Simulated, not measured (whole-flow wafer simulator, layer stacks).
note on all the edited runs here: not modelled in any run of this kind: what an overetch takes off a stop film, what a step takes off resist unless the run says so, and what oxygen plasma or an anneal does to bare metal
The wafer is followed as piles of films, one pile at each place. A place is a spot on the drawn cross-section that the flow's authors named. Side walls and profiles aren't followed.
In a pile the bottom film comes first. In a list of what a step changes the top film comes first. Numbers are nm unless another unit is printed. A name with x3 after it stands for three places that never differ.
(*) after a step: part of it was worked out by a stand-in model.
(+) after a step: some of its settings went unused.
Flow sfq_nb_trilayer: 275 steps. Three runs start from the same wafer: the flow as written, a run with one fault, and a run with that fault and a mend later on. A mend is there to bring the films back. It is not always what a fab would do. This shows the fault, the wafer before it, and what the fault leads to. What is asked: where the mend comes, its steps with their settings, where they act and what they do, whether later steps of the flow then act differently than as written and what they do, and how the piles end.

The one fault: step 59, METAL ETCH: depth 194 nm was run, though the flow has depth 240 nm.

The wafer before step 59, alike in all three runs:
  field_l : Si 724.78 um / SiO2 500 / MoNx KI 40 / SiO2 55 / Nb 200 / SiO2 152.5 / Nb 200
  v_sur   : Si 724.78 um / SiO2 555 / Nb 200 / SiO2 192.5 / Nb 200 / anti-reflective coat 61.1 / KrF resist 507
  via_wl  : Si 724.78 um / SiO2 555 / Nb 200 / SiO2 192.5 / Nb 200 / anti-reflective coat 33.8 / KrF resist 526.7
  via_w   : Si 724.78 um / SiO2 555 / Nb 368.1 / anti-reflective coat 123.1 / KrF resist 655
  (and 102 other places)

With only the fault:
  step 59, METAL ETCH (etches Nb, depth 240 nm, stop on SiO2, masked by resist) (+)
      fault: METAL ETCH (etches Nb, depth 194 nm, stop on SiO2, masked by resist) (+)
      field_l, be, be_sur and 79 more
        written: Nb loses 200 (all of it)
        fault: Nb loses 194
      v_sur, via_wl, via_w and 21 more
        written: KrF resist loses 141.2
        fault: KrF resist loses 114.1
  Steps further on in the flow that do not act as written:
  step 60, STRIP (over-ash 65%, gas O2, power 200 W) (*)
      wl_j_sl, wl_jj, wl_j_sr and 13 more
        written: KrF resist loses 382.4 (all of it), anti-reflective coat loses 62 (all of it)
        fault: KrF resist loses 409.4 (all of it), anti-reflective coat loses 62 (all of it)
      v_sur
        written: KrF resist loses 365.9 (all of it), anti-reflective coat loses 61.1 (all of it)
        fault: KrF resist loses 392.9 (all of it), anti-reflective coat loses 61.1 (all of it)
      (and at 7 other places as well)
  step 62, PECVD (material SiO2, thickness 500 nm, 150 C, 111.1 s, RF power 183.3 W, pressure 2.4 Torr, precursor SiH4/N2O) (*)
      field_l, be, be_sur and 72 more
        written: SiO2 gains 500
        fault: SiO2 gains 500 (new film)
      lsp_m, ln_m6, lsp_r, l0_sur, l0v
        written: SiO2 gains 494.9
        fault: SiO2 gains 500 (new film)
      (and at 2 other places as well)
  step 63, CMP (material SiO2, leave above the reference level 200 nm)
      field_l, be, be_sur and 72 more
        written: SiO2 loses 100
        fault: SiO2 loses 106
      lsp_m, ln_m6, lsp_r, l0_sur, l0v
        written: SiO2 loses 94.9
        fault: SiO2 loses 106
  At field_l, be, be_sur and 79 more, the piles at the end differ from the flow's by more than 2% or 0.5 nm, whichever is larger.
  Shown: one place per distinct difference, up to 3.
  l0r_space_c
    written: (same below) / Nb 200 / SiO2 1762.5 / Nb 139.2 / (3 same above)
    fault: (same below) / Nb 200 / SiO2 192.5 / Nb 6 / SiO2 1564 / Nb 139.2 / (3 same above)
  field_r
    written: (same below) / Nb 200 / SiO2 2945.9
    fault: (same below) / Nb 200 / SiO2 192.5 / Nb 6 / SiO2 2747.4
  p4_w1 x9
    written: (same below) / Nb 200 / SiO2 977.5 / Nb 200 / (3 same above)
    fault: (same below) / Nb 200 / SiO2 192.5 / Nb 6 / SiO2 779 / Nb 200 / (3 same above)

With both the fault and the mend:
  After step 59 comes the mend.
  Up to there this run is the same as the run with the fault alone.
  step 59a, METAL ETCH (etches Nb, depth 46 nm, stop on SiO2, masked by resist) (+) (the flow's step 59, run once more with other settings)
      field_l, be, be_sur and 79 more
        Nb loses 6 (all of it)
      v_sur, via_wl, via_w and 21 more
        KrF resist loses 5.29
  Steps further on in the flow that do not act as written:
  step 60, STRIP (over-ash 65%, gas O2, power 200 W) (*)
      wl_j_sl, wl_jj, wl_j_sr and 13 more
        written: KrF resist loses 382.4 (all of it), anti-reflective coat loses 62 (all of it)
        mend: KrF resist loses 404.1 (all of it), anti-reflective coat loses 62 (all of it)
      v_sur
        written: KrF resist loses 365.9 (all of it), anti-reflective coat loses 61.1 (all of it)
        mend: KrF resist loses 387.6 (all of it), anti-reflective coat loses 61.1 (all of it)
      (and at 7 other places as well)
  The piles end the same as the flow's at every place that both follow.
